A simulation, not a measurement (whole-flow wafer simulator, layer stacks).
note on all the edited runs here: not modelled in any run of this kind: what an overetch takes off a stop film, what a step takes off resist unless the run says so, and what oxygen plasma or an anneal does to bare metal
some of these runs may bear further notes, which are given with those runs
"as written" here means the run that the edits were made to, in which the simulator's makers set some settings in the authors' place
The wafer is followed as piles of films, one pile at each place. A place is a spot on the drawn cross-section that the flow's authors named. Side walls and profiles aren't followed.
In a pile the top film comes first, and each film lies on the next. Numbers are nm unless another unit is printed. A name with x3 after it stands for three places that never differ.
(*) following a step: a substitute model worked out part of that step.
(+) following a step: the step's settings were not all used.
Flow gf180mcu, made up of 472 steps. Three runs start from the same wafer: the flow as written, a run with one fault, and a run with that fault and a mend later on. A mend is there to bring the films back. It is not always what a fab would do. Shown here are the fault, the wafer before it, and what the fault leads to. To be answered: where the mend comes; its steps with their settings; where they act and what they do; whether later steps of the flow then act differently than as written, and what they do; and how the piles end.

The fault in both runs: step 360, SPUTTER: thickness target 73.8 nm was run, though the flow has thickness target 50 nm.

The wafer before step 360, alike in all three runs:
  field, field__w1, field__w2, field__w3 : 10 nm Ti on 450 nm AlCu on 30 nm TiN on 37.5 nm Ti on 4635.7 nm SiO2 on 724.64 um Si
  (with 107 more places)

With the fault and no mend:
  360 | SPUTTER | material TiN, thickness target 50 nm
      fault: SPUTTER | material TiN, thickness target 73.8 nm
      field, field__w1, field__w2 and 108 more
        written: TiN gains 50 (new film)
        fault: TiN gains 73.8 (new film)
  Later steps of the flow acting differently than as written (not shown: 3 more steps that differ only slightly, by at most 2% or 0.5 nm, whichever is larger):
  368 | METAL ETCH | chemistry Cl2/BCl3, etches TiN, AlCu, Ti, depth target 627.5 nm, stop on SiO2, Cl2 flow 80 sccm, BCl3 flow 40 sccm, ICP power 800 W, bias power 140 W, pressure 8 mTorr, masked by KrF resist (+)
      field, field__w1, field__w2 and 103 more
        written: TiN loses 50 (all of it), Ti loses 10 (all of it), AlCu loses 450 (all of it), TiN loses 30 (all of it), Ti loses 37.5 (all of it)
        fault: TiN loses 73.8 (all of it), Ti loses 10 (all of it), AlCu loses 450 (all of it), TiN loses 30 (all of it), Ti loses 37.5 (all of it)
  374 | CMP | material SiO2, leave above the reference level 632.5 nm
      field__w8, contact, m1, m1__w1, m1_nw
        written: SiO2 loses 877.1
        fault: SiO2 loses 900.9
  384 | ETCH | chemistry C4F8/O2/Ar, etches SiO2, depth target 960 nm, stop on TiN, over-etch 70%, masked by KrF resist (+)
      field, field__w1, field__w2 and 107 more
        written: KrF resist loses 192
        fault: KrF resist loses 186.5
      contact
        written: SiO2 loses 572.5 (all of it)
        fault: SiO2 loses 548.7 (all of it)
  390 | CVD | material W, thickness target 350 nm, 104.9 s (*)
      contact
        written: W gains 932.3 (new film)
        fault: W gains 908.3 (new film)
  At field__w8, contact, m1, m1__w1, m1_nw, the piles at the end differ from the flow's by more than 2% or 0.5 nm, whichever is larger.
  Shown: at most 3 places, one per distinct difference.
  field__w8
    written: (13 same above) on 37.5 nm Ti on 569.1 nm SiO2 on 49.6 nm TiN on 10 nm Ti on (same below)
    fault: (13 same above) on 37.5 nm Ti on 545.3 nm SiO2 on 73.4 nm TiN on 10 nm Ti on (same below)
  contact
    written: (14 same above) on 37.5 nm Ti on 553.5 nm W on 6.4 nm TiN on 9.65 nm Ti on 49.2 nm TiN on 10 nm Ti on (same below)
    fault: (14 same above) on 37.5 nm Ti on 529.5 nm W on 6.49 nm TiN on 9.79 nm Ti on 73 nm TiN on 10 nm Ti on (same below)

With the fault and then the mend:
  The mend stands after step 367.
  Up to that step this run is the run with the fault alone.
  367a | STRIP | chemistry O2/N2, power 2160 W, pressure 1700 mTorr (*)
      field__w8, contact, m1, m1__w1, m1_nw
        KrF resist loses 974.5 (all of it)
  367b | METAL ETCH | chemistry Cl2/BCl3, etches TiN, AlCu, Ti, depth target 23.8 nm, Cl2 flow 80 sccm, BCl3 flow 40 sccm, ICP power 800 W, bias power 140 W, pressure 8 mTorr (the flow's step 260, run once more with other settings)
      field, field__w1, field__w2 and 108 more
        TiN loses 23.8
  367c | HMDS | 120 C, 60 s (the flow's step 362, run once more)
      leaves every film unchanged at each place that is followed
  367d | COAT | KrF resist, thickness 1000 nm (the flow's step 363, run once more)
      field, field__w1, field__w2 and 108 more
        KrF resist gains 1000 (new film)
  367e | SOFTBAKE | KrF resist (the flow's step 364, run once more)
      leaves every film unchanged at each place that is followed
  367f | EXPOSE | photomask Metal4 (the flow's step 365, run once more)
      leaves every film unchanged at each place that is followed
  367g | PEB | KrF resist, 135 C, 90 s (the flow's step 366, run once more)
      field, field__w1, field__w2 and 108 more
        KrF resist loses 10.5
  367h | DEVELOP | thickness 1000 nm, 60 s (the flow's step 367, run once more)
      field, field__w1, field__w2 and 103 more
        KrF resist loses 989.5 (all of it)
      field__w8, contact, m1, m1__w1, m1_nw
        KrF resist loses 14.9
  Later steps of the flow that are run all act as written at every place that is followed.
  The piles end the same as the flow's at every place that both follow.
